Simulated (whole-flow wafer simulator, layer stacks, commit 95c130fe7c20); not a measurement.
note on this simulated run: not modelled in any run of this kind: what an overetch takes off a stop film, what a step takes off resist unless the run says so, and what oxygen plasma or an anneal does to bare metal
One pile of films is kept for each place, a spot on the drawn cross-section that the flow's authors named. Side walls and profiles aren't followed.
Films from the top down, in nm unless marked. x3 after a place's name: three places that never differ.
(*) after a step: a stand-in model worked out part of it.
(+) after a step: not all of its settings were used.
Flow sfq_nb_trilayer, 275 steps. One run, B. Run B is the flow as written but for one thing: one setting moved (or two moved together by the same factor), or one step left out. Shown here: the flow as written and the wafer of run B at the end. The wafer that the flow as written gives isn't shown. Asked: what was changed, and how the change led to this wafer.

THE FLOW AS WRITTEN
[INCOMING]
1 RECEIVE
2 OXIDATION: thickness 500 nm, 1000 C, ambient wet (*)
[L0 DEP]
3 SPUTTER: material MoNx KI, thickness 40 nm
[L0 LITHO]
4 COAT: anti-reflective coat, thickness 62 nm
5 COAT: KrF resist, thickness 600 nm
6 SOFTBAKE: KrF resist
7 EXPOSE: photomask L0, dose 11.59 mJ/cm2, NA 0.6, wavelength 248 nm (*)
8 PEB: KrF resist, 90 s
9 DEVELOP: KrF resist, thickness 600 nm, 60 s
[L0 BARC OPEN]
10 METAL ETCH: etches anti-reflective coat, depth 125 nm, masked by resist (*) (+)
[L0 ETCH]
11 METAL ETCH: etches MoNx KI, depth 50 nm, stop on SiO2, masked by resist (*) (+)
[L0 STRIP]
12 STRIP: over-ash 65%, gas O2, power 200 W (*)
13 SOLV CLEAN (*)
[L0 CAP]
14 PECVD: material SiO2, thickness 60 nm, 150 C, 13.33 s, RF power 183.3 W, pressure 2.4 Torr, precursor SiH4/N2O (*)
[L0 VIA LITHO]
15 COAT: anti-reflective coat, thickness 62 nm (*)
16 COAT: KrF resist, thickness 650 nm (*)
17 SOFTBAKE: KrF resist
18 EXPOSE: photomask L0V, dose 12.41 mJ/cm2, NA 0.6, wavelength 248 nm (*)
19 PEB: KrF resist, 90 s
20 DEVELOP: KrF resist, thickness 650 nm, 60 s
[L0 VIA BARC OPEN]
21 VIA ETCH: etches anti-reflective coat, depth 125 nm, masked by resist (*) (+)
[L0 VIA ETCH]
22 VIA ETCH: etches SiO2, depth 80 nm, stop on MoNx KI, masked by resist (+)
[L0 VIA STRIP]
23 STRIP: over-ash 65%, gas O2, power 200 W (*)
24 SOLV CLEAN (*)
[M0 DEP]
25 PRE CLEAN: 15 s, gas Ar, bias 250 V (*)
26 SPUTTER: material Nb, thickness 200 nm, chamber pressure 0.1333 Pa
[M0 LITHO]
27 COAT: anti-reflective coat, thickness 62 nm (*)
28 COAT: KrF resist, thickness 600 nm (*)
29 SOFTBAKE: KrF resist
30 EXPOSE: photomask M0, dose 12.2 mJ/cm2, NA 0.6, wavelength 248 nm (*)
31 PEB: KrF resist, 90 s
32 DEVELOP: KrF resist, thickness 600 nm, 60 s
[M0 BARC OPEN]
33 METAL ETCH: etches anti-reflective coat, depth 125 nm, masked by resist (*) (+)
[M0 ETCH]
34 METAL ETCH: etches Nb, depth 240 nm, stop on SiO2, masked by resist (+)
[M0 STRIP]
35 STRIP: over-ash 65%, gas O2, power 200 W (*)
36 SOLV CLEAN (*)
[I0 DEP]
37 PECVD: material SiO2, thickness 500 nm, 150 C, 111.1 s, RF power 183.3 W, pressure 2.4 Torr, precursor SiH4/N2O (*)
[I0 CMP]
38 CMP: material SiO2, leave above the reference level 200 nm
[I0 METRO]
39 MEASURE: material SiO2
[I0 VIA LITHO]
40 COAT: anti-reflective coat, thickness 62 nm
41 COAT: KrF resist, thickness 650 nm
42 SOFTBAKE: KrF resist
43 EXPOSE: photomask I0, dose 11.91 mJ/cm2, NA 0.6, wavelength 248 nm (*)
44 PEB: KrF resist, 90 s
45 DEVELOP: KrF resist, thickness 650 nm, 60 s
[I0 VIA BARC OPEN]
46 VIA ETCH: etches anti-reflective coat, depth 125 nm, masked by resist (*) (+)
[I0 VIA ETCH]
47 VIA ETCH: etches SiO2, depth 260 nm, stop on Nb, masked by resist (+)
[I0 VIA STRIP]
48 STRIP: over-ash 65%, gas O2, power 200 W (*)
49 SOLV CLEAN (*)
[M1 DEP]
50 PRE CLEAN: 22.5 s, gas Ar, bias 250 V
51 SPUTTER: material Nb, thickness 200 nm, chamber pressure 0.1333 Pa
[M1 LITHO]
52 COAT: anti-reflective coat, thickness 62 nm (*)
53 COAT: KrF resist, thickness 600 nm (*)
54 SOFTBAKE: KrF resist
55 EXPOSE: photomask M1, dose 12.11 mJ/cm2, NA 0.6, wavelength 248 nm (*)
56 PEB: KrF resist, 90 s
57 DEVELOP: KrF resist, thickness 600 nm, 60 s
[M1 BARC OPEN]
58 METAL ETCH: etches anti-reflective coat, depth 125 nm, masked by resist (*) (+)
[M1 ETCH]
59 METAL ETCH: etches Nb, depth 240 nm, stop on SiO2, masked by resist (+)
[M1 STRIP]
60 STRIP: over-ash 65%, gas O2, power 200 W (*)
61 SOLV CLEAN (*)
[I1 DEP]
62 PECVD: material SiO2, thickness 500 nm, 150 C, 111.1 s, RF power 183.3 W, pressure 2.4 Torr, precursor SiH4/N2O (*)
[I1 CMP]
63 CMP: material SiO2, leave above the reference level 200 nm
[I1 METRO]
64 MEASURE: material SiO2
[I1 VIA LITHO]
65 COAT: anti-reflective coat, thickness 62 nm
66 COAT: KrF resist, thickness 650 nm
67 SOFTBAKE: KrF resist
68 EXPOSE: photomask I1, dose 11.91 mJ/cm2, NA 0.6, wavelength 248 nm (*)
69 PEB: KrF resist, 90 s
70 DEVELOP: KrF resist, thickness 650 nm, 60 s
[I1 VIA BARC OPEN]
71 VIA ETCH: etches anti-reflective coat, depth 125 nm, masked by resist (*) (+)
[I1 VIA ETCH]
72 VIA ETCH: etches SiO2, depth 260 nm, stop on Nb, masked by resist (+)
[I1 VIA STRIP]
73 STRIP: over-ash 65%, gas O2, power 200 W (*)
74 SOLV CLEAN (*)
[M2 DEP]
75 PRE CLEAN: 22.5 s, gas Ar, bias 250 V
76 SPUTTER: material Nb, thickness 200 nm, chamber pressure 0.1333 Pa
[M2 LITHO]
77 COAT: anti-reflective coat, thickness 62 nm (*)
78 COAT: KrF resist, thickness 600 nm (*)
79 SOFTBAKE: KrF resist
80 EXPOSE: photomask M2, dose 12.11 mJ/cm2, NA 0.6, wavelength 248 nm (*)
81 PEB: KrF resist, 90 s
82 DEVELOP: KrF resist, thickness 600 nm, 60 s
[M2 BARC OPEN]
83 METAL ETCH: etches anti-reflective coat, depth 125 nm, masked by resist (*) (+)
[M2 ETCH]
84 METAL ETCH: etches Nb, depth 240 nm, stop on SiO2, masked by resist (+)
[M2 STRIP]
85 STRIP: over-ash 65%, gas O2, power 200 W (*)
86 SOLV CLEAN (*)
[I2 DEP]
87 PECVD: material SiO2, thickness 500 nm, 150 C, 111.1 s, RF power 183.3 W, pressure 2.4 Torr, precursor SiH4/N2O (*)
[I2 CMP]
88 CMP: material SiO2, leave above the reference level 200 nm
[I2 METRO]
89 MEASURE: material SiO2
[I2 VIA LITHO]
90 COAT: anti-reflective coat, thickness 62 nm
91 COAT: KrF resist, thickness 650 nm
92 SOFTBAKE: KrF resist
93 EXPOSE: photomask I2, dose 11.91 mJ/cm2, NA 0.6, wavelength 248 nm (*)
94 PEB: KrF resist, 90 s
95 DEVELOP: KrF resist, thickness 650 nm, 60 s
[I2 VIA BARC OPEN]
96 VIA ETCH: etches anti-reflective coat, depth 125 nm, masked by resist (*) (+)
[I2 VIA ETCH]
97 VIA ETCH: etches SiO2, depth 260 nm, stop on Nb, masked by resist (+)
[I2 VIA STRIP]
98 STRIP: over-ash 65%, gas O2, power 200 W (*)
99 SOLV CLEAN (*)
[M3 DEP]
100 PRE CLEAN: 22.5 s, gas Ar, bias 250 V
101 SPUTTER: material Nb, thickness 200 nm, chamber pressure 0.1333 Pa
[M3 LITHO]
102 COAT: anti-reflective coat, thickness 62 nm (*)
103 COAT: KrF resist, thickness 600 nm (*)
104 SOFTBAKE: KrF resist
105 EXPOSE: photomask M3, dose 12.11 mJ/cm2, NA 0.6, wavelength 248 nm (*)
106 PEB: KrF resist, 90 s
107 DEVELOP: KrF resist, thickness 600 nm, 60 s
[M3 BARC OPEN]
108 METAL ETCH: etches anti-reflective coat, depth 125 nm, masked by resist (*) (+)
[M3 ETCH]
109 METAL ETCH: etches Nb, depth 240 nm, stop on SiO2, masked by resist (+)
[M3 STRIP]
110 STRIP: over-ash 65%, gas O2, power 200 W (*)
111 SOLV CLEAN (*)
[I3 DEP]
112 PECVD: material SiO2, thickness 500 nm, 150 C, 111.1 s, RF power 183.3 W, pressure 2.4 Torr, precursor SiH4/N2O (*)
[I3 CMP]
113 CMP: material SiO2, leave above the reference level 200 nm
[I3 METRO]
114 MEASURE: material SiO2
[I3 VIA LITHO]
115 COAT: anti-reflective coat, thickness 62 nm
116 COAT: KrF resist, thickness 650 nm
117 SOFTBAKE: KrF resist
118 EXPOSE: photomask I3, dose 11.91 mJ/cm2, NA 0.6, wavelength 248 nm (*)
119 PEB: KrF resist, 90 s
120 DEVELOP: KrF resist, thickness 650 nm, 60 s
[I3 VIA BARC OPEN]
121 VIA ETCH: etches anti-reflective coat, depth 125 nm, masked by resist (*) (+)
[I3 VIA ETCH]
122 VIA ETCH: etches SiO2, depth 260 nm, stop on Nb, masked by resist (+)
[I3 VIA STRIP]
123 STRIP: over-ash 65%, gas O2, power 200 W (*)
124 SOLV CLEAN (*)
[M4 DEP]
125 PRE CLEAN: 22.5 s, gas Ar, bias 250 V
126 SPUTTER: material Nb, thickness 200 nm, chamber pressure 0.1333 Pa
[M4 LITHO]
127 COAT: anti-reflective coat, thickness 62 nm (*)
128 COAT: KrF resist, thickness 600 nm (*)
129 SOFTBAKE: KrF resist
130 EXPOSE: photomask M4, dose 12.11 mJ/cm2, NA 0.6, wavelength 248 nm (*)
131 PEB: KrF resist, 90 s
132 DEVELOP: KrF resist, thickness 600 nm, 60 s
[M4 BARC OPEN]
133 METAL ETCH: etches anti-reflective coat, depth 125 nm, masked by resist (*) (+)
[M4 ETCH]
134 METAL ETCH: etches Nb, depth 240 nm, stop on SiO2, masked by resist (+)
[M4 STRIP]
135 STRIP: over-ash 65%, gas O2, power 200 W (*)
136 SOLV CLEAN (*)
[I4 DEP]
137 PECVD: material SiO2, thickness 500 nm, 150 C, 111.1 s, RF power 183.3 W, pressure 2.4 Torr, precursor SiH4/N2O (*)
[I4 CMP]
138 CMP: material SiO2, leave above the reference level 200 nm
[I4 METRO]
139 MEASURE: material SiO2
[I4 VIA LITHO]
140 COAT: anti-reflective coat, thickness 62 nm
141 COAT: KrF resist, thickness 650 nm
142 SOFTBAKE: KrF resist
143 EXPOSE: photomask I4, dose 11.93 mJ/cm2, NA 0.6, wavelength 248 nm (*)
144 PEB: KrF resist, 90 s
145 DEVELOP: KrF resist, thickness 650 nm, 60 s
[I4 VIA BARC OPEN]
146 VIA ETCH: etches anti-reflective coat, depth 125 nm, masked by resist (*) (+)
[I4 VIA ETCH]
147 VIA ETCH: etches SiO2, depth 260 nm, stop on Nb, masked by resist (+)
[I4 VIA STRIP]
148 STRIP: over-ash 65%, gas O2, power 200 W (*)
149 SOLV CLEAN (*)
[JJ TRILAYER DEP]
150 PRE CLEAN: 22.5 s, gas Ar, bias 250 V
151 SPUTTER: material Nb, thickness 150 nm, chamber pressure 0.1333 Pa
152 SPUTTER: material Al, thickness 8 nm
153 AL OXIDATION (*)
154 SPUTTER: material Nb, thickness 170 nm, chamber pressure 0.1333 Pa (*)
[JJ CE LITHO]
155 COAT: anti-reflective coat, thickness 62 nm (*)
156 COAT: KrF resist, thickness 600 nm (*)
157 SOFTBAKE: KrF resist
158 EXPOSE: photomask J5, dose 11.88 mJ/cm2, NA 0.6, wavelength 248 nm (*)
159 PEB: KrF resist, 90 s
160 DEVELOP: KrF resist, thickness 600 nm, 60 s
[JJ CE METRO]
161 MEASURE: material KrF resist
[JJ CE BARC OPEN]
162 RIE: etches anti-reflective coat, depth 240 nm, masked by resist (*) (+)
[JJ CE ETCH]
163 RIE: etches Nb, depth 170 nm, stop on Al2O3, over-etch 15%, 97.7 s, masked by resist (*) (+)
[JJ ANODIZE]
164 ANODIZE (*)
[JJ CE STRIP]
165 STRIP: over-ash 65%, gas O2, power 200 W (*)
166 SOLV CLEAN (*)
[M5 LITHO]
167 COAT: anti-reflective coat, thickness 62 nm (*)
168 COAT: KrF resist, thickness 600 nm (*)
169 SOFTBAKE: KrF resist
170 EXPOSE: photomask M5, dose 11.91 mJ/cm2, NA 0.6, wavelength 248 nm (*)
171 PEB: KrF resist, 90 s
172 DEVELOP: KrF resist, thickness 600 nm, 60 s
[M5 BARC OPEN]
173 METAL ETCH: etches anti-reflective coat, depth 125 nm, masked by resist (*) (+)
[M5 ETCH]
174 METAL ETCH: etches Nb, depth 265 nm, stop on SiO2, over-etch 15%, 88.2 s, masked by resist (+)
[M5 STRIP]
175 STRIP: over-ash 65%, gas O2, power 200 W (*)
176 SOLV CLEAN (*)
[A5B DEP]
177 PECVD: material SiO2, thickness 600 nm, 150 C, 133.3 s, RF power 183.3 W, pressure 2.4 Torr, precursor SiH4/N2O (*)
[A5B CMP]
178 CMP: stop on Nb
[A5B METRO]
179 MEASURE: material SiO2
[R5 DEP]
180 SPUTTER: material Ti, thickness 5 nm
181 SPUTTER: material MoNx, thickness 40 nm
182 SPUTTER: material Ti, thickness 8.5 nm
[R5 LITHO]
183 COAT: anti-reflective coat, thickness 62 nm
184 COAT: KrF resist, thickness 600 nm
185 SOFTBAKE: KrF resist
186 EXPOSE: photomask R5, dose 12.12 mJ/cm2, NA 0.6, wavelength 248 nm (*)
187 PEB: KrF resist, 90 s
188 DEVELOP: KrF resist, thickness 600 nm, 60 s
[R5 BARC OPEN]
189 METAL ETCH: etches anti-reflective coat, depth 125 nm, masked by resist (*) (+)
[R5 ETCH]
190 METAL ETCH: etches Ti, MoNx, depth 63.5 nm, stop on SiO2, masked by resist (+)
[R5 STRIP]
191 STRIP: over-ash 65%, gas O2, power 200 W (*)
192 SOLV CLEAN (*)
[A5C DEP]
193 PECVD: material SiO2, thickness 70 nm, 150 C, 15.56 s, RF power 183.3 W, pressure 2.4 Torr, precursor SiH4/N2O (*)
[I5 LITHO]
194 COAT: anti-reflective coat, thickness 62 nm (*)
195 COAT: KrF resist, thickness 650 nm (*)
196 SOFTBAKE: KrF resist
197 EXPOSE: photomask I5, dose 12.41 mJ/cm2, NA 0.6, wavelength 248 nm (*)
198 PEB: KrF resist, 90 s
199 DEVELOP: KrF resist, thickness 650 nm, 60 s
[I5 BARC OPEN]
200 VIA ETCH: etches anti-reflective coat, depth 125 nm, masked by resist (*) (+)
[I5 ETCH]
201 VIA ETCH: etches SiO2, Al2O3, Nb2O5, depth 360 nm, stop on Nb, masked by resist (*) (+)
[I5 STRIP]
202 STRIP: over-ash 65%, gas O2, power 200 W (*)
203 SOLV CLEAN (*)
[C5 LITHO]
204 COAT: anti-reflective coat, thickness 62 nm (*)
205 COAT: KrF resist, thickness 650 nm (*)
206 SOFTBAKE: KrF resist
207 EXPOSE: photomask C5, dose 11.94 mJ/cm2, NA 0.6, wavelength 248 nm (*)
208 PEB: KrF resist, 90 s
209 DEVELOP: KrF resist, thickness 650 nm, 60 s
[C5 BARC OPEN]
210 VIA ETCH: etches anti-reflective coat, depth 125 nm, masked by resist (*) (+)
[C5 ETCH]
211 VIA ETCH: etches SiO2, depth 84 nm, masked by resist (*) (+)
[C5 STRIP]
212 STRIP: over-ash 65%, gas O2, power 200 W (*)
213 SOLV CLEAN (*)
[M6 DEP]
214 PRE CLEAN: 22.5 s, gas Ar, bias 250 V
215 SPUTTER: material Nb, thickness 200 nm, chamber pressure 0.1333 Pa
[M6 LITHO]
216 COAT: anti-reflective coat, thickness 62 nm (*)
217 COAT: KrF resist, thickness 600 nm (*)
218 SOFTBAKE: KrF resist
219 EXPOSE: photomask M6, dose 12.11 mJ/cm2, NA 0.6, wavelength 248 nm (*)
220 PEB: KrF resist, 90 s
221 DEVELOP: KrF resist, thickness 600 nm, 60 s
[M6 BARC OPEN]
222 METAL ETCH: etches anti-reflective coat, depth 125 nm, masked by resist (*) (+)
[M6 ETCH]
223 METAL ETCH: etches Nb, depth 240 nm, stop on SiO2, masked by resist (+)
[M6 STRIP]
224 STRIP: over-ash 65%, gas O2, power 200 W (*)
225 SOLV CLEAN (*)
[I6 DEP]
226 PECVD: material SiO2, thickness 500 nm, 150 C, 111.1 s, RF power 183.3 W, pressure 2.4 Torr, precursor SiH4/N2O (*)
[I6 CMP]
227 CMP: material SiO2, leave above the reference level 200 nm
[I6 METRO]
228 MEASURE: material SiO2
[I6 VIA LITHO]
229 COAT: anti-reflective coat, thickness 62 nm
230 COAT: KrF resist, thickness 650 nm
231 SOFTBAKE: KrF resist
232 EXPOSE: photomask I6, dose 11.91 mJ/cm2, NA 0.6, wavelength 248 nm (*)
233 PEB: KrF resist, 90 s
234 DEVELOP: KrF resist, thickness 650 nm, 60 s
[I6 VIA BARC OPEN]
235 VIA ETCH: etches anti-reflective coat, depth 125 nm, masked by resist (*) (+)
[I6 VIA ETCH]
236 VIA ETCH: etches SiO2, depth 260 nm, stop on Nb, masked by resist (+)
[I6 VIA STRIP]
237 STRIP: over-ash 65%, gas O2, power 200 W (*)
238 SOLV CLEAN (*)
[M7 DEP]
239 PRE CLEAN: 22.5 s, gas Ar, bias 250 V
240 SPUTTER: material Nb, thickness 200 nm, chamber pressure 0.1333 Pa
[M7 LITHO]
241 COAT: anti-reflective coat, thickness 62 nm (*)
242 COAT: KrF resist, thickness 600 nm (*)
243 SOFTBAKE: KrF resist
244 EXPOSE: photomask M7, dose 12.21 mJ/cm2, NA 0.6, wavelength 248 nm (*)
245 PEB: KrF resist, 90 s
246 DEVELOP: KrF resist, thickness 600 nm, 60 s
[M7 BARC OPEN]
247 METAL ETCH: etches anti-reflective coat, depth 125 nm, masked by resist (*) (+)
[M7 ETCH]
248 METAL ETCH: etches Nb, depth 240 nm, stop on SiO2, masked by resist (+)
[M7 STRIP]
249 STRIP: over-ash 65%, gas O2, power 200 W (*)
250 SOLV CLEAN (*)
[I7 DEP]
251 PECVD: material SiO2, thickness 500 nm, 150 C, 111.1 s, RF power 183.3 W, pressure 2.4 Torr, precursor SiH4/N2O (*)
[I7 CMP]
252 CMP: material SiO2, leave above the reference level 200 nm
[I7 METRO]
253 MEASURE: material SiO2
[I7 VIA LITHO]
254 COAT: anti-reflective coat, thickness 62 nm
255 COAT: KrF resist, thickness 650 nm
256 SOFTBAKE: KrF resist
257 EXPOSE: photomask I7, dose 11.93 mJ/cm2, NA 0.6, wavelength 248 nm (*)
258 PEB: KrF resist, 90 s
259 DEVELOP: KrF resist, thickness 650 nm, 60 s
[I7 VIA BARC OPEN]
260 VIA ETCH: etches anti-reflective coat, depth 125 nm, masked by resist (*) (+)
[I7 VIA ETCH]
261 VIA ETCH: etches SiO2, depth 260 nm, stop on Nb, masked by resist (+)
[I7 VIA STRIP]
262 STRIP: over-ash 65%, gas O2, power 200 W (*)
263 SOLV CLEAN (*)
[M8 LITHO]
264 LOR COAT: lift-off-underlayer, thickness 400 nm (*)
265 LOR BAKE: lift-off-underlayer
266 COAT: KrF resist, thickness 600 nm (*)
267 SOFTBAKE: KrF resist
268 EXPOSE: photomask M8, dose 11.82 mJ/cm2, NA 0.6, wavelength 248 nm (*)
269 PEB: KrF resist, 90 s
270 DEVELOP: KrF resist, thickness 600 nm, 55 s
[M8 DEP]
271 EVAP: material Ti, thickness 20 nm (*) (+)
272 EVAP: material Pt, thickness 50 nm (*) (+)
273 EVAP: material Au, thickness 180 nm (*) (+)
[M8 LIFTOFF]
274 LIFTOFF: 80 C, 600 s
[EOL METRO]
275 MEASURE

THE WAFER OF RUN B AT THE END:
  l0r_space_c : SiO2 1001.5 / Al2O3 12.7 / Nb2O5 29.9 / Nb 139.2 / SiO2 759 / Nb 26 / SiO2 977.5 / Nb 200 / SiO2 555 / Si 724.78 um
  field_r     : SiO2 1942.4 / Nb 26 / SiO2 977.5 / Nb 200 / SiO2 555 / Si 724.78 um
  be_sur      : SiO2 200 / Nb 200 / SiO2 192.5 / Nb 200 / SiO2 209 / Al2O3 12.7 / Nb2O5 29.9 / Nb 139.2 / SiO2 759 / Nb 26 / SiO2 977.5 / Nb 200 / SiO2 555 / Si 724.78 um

The cause: step 109, METAL ETCH: depth 174 nm was run, where the flow has depth 240 nm.

How the change led to this, step by step:
  109 METAL ETCH: etches Nb, depth 240 nm, stop on SiO2, masked by resist (+)
      field_l, be, be_sur and 72 more: Nb -174 (as written it would be: Nb -200 (all of it))
      v_sur, via_wl, via_w and 28 more: KrF resist -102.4 (as written it would be: KrF resist -141.2)
  110 STRIP: over-ash 65%, gas O2, power 200 W (*)
      p4_w1, p4_w2, p4_w3 and 21 more: KrF resist -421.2 (all of it), anti-reflective coat -62 (all of it) (as written it would be: KrF resist -382.4 (all of it), anti-reflective coat -62 (all of it))
      via_wl, via_wr: KrF resist -423 (all of it), anti-reflective coat -34.2 (all of it) (as written it would be: KrF resist -384.2 (all of it), anti-reflective coat -34.2 (all of it))
      (and at 5 more places)
  112 PECVD: material SiO2, thickness 500 nm, 150 C, 111.1 s, RF power 183.3 W, pressure 2.4 Torr, precursor SiH4/N2O (*)
      field_l, be, be_sur and 64 more: SiO2 +500 (new film) (as written it would be: SiO2 +500)
      p4_g1, p4_g2, p3_s0, p3_s1, p3_s2, p3_s3, p3_s4, p3_s5: SiO2 +531.1 (new film) (as written it would be: SiO2 +557.1)
  113 CMP: material SiO2, leave above the reference level 200 nm
      field_l, be, be_sur and 64 more: SiO2 -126 (as written it would be: SiO2 -100)
Counting metal films that touch as one body, l0r_space_c has 3 bodies (between them, from the top down: SiO2 759; SiO2 977.5); the flow as written gives 2 bodies (between them, from the top down: SiO2 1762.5).
Counting metal films that touch as one body, field_r has 2 bodies (between them, from the top down: SiO2 977.5); the flow as written gives 1 body.
Counting metal films that touch as one body, be_sur has 5 bodies (between them, from the top down: SiO2 192.5; SiO2 209 / Al2O3 12.7 / Nb2O5 29.9; SiO2 759; SiO2 977.5); the flow as written gives 4 bodies (between them, from the top down: SiO2 192.5; SiO2 209 / Al2O3 12.7 / Nb2O5 29.9; SiO2 1762.5).
